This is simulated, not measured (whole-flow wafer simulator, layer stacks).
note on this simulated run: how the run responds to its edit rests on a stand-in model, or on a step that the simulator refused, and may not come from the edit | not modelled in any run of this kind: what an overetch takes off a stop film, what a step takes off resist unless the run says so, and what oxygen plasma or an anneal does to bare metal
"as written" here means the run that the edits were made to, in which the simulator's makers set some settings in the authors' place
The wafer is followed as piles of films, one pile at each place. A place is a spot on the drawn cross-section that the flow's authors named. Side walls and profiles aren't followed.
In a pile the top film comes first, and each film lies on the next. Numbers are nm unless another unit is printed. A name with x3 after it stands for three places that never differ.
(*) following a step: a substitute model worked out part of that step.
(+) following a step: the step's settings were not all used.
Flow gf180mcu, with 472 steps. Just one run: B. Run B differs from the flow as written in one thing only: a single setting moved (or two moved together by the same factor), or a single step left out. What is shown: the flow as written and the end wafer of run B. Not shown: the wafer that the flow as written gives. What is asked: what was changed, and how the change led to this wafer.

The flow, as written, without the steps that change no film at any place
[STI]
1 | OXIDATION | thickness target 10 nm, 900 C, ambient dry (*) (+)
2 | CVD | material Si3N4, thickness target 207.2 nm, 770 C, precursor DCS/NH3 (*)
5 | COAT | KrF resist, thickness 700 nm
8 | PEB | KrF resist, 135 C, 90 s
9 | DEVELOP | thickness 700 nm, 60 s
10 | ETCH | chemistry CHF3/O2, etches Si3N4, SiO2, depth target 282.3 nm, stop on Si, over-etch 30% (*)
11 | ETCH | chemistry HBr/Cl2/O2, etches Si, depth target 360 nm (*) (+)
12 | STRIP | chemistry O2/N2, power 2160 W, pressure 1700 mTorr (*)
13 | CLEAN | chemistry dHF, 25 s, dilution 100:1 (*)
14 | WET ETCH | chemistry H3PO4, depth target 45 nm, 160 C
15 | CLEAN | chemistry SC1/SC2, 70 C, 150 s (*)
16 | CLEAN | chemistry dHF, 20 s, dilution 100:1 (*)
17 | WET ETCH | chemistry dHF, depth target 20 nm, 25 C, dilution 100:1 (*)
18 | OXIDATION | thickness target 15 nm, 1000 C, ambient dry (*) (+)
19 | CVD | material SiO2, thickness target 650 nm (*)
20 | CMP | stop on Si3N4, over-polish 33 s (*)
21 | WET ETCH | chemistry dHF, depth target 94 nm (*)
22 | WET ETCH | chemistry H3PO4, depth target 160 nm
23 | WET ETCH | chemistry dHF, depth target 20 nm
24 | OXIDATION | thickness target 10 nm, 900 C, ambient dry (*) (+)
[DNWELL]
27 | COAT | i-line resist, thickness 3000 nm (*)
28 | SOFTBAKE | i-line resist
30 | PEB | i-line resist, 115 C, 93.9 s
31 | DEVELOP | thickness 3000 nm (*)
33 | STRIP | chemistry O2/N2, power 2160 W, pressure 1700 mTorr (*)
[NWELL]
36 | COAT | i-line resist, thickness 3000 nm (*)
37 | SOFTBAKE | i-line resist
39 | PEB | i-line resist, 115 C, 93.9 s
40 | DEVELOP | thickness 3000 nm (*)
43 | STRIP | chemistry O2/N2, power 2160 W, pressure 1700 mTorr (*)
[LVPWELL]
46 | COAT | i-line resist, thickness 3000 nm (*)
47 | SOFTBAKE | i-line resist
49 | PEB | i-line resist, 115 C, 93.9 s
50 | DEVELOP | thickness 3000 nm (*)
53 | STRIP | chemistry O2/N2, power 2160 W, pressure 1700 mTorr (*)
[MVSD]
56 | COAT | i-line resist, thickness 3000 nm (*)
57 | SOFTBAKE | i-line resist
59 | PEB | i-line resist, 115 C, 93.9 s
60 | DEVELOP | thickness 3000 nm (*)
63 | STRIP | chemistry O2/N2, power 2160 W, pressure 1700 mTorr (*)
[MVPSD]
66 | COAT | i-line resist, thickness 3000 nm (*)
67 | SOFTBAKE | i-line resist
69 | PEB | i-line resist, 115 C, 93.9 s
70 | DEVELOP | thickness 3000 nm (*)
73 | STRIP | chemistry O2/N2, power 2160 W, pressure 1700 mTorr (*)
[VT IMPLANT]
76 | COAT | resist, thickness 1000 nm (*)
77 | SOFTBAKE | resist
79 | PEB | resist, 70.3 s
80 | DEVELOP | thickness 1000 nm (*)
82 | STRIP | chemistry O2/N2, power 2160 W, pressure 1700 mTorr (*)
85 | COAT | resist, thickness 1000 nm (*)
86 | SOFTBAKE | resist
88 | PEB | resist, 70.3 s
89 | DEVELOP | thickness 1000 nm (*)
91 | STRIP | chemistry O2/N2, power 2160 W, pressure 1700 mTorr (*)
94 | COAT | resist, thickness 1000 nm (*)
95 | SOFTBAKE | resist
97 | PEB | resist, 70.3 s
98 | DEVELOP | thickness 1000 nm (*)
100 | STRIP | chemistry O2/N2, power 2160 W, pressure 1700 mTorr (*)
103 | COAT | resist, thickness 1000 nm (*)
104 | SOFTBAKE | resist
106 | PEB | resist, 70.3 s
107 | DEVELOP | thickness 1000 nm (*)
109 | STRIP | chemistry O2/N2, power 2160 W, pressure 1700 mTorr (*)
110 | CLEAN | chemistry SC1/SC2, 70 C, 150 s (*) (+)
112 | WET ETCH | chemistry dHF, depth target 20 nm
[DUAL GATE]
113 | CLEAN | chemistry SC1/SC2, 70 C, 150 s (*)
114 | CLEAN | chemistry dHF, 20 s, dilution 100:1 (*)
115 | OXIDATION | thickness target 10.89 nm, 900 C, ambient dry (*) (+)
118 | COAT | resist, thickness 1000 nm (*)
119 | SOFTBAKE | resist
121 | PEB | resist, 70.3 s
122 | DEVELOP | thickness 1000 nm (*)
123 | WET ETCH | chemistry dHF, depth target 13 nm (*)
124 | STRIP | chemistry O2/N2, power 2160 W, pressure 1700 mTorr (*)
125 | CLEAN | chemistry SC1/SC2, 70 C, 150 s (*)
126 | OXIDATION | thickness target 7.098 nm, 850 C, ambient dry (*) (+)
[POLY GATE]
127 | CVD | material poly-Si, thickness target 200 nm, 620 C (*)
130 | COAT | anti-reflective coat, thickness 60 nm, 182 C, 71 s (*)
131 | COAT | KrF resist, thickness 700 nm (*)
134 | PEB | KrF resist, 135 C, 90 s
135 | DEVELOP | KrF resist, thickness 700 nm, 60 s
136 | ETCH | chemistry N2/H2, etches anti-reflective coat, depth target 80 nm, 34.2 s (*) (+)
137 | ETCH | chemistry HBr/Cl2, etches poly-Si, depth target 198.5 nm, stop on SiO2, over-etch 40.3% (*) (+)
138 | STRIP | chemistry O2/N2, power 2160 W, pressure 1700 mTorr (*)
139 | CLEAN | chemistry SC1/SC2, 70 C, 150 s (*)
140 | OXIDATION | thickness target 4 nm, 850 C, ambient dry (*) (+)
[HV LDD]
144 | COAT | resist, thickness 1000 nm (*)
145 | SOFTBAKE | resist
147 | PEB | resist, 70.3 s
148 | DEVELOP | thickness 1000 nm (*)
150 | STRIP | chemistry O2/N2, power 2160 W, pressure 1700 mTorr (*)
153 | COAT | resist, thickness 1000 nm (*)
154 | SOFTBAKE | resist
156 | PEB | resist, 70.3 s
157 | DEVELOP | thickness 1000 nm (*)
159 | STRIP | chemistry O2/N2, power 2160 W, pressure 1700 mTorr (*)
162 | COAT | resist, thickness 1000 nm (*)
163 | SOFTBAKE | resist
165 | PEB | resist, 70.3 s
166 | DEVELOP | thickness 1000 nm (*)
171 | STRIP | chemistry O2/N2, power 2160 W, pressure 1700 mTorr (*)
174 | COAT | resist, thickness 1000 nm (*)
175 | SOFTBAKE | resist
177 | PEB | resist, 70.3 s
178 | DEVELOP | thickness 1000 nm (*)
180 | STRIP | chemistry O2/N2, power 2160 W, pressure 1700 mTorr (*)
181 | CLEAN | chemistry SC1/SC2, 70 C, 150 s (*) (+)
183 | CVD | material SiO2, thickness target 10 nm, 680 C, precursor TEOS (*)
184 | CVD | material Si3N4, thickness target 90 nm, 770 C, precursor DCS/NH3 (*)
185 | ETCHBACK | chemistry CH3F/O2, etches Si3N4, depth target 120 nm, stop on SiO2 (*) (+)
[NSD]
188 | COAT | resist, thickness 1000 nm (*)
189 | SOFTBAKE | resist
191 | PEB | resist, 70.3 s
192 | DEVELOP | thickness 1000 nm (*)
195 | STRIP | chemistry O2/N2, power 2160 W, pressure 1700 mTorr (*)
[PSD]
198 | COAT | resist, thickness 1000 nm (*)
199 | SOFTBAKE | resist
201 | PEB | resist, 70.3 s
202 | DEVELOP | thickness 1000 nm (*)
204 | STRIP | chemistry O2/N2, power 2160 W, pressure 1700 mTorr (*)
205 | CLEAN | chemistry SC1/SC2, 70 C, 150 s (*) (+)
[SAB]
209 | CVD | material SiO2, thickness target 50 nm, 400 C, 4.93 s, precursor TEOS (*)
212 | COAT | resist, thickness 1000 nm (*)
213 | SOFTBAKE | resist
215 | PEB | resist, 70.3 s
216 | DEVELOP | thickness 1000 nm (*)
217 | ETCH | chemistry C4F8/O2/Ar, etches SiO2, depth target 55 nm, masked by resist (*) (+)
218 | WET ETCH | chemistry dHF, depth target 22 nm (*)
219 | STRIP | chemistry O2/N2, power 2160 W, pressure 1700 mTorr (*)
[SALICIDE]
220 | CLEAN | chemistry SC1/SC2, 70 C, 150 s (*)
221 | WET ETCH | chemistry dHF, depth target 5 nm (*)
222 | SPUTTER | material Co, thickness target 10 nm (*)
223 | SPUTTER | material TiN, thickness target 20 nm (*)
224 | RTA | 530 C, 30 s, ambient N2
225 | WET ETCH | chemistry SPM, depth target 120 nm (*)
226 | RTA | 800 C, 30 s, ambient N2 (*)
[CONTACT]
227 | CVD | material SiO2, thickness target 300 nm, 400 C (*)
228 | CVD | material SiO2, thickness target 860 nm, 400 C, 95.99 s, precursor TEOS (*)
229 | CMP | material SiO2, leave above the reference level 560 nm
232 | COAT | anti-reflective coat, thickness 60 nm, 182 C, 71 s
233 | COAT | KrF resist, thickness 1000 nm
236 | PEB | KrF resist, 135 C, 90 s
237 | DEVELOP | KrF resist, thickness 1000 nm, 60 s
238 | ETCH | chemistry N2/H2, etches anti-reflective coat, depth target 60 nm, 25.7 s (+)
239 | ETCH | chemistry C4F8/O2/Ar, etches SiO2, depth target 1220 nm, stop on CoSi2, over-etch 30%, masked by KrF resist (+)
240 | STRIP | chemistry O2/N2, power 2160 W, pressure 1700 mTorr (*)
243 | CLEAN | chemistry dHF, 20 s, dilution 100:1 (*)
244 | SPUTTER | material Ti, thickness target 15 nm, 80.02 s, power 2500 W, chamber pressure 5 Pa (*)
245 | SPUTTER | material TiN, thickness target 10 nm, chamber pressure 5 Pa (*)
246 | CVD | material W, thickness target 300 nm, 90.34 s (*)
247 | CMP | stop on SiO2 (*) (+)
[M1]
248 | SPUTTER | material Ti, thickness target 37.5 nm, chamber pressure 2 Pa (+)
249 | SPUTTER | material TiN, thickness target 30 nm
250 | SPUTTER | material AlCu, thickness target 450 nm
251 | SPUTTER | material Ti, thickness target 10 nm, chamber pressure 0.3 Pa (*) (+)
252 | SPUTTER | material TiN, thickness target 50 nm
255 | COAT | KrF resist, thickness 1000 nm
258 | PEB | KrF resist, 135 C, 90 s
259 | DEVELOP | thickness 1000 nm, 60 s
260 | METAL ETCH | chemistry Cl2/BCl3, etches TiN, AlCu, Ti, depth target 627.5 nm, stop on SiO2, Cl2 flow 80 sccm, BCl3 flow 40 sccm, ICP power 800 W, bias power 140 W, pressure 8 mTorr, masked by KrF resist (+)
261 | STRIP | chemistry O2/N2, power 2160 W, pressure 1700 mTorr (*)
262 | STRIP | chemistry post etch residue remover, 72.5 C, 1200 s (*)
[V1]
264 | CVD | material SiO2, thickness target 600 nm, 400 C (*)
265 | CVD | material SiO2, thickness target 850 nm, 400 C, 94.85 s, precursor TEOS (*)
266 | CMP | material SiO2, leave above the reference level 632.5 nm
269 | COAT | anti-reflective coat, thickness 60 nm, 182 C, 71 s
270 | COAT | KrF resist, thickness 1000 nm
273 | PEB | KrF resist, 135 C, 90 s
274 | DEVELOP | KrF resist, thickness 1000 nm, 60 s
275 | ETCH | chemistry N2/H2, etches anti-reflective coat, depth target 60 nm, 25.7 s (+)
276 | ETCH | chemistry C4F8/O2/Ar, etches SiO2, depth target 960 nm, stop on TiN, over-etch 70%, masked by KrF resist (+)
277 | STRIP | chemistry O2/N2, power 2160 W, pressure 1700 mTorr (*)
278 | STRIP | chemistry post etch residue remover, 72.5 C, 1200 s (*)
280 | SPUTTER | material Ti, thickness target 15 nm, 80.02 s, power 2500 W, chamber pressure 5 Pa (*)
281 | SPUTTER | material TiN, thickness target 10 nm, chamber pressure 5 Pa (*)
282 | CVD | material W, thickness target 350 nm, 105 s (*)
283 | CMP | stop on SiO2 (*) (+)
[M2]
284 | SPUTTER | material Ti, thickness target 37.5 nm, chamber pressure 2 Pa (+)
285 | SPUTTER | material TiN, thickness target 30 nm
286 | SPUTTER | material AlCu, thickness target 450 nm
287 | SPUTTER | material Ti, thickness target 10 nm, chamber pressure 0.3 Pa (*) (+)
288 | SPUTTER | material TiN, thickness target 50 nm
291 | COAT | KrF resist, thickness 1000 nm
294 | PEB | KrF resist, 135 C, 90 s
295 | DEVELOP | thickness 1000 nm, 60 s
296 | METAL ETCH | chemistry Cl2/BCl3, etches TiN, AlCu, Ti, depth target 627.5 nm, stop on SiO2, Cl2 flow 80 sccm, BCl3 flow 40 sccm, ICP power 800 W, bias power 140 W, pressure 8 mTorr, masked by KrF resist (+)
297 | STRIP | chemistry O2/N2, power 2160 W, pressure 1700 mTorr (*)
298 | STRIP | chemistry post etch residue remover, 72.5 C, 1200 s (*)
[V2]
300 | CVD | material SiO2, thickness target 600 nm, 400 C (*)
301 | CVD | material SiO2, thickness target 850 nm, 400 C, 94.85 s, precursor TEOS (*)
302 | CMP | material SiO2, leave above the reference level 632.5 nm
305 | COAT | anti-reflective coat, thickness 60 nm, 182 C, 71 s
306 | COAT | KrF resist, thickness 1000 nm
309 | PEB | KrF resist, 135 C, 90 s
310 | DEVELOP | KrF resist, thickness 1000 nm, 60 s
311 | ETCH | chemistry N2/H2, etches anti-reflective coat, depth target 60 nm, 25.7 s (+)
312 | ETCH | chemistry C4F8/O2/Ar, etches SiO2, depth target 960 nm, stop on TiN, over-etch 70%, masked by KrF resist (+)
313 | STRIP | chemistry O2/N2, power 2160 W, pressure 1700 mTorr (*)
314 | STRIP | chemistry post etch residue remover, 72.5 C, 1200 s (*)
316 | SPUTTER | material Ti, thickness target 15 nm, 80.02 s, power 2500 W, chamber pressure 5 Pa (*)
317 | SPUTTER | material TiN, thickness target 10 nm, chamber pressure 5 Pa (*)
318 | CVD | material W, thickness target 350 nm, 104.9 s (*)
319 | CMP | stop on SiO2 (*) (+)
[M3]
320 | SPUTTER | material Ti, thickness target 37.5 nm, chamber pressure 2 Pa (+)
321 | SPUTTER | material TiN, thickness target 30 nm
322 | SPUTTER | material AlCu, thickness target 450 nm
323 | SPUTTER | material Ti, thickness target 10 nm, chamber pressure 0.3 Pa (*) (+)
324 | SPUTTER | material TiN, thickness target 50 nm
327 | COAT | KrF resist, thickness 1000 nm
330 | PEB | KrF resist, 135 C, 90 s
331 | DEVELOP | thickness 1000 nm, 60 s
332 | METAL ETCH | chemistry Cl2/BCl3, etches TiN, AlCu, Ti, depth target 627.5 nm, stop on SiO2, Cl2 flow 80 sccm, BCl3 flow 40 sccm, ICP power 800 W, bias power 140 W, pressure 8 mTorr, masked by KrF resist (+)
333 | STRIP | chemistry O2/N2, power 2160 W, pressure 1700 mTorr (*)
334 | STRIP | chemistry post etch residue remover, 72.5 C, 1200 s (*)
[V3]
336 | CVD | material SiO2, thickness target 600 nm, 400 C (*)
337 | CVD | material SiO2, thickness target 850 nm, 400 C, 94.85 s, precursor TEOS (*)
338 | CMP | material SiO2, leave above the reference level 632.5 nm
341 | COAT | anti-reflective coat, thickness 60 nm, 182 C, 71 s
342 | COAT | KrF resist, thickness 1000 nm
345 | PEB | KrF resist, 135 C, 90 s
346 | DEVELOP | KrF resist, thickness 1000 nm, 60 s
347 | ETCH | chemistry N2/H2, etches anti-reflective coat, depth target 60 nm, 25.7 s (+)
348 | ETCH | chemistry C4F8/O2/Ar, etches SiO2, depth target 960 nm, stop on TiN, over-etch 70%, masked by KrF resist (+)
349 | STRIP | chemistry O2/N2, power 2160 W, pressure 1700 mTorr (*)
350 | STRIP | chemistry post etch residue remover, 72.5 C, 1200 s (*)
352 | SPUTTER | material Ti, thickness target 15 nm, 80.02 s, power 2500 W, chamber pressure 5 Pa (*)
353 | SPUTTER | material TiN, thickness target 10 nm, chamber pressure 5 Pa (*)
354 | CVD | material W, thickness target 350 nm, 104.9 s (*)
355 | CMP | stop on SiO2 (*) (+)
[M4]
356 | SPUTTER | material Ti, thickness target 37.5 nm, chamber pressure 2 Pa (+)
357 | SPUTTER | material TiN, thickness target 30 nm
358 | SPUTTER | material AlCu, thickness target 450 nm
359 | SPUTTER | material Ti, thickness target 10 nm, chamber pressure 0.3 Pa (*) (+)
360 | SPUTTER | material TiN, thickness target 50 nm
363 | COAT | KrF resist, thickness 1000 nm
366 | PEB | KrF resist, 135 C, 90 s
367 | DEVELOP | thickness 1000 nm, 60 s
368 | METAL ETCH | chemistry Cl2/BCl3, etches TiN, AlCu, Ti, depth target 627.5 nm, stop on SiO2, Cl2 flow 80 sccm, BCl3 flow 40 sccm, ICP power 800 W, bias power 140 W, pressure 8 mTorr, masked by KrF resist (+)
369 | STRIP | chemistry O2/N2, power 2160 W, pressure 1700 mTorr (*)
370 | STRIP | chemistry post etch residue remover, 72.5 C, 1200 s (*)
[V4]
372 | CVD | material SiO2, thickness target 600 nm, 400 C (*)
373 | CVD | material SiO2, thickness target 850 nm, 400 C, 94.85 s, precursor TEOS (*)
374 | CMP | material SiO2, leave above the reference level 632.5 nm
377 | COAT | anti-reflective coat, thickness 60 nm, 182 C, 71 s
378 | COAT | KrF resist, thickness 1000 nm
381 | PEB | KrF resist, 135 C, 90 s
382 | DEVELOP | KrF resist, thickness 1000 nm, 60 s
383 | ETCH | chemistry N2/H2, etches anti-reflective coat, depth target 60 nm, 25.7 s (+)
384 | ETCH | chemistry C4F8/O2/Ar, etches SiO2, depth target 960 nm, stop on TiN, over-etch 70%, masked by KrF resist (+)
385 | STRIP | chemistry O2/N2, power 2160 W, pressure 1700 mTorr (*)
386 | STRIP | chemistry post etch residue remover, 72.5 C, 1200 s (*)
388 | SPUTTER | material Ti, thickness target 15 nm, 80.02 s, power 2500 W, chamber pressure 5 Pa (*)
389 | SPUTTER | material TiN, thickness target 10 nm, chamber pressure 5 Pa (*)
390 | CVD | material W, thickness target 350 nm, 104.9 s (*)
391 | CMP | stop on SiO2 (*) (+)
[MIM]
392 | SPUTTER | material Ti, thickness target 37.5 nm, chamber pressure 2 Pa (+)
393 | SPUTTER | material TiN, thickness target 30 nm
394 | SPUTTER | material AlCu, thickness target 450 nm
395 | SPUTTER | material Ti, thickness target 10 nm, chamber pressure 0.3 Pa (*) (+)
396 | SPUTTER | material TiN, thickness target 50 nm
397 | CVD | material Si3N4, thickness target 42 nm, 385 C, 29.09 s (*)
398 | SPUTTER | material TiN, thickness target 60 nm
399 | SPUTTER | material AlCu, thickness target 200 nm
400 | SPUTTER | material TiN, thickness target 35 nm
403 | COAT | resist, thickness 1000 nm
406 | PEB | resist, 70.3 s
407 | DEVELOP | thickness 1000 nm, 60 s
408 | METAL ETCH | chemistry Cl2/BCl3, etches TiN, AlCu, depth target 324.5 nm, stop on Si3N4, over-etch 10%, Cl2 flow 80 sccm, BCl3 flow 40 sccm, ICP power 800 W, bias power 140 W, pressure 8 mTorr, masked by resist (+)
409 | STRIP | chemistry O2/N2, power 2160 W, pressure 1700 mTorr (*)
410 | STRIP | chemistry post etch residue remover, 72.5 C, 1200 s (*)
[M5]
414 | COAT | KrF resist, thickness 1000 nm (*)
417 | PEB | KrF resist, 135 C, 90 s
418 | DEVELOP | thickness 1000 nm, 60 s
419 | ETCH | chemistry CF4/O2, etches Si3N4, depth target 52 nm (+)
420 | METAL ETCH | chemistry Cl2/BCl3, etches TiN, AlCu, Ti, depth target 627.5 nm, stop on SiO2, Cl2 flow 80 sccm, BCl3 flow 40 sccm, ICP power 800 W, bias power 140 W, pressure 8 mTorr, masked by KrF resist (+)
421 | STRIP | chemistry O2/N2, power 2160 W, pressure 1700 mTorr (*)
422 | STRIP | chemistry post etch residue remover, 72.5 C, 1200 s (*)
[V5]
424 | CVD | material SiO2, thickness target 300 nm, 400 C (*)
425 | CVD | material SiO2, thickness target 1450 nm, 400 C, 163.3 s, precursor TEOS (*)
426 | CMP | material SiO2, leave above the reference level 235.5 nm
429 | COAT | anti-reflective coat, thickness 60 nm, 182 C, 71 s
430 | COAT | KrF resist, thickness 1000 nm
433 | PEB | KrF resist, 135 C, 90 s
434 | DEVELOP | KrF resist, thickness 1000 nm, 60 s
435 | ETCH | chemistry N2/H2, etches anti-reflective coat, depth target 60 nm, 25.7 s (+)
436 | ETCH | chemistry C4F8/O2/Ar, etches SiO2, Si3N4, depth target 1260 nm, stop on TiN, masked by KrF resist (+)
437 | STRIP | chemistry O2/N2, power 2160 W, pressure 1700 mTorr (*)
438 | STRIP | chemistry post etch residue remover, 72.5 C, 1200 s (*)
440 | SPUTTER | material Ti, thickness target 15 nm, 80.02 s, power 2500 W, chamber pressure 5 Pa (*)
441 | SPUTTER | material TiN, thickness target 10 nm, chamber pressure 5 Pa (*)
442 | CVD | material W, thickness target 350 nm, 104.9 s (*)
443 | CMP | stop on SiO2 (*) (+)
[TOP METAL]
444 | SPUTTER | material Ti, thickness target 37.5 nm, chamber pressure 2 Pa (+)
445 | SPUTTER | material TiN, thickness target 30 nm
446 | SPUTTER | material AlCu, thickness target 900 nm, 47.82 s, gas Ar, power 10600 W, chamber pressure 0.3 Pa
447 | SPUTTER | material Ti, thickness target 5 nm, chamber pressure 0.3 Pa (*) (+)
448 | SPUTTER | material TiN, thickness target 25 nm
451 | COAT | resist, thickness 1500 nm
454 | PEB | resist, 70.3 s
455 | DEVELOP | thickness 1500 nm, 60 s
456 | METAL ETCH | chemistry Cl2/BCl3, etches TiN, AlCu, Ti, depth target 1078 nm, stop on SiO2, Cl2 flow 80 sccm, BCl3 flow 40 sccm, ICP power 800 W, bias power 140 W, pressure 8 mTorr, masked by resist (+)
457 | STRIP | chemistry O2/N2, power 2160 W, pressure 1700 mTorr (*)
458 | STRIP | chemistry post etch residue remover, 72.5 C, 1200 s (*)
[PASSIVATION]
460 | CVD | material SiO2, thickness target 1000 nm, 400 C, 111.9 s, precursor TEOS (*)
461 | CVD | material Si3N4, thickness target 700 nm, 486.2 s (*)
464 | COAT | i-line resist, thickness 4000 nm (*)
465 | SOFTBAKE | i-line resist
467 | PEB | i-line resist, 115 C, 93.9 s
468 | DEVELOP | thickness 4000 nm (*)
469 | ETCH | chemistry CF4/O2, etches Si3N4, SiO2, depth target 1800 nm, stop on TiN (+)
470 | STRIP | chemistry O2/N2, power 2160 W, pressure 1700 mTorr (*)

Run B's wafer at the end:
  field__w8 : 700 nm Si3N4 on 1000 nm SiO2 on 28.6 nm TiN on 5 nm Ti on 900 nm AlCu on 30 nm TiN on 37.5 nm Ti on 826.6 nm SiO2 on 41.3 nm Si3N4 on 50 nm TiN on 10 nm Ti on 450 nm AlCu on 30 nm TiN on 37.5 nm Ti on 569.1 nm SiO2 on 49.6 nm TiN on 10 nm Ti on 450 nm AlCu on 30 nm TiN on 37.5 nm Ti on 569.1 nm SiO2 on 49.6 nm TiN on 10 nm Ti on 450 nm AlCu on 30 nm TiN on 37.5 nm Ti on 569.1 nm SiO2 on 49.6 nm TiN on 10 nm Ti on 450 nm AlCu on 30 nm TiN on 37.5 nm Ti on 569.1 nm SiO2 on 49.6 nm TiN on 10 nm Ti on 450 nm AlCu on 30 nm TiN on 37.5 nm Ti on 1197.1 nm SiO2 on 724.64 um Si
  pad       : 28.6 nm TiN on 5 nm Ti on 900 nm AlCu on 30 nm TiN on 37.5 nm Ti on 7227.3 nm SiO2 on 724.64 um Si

The reason: step 448, SPUTTER: thickness target 29 nm was run, while the flow as written has thickness target 25 nm.

Step by step, how the change led to this:
  448 | SPUTTER | material TiN, thickness target 25 nm
      field, field__w1, field__w2 and 109 more: TiN gains 29 (new film) (it would be, as written: TiN gains 25 (new film))
  456 | METAL ETCH | chemistry Cl2/BCl3, etches TiN, AlCu, Ti, depth target 1078 nm, stop on SiO2, Cl2 flow 80 sccm, BCl3 flow 40 sccm, ICP power 800 W, bias power 140 W, pressure 8 mTorr, masked by resist (+)
      field, field__w1, field__w2 and 103 more: TiN loses 29 (all of it), Ti loses 5 (all of it), AlCu loses 900 (all of it), TiN loses 30 (all of it), Ti loses 37.5 (all of it) (it would be, as written: TiN loses 25 (all of it), Ti loses 5 (all of it), AlCu loses 900 (all of it), TiN loses 30 (all of it), Ti loses 37.5 (all of it))
  465 | SOFTBAKE | i-line resist
      gate: i-line resist loses 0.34 (it would be, as written: i-line resist gains 1.79)
      ld_acc_p, ld_fp_p: i-line resist gains 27 (it would be, as written: i-line resist gains 33.8)
      (also at 58 further places)
